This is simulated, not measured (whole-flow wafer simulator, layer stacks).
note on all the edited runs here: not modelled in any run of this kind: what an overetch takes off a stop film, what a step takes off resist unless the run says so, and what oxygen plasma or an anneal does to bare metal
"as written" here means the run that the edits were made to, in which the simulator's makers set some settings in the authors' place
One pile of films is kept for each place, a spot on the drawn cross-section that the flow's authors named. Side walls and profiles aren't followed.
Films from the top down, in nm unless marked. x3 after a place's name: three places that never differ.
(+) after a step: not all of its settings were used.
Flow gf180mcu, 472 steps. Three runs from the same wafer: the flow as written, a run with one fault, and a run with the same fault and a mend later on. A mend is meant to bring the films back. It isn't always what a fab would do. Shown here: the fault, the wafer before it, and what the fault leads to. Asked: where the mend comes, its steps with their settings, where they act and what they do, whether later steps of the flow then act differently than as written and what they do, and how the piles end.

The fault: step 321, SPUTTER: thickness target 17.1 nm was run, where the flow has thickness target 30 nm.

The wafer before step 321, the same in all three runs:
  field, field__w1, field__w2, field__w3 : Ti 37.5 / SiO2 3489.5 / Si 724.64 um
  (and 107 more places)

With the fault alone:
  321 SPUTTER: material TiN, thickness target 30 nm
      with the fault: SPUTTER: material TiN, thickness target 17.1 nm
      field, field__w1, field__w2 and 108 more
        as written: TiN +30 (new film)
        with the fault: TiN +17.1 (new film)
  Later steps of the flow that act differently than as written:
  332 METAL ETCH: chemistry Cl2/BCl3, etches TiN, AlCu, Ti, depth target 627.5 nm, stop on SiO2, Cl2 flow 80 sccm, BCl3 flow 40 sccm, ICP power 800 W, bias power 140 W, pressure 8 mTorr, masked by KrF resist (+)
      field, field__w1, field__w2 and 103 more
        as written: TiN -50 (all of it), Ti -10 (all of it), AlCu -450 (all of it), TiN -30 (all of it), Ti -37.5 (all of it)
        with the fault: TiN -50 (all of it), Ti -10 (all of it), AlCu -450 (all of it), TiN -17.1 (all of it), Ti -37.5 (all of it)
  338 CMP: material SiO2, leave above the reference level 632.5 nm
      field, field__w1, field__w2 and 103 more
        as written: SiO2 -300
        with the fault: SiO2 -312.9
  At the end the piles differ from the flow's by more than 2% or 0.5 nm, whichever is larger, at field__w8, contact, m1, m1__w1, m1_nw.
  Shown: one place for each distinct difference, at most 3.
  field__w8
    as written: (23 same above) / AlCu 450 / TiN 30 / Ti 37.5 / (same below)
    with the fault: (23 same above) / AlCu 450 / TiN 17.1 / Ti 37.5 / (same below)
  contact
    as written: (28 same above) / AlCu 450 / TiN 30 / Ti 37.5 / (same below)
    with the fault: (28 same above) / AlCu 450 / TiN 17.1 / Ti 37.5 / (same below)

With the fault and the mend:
  The mend comes after step 321.
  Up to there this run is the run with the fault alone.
  321a SPUTTER: material TiN, thickness target 12.9 nm (the flow's step 321 once more, with other settings)
      field, field__w1, field__w2 and 108 more
        TiN +12.9
  No later step of the flow acts differently than as written at any place that is followed.
  At the end the piles are the same as the flow's at every place that both follow.
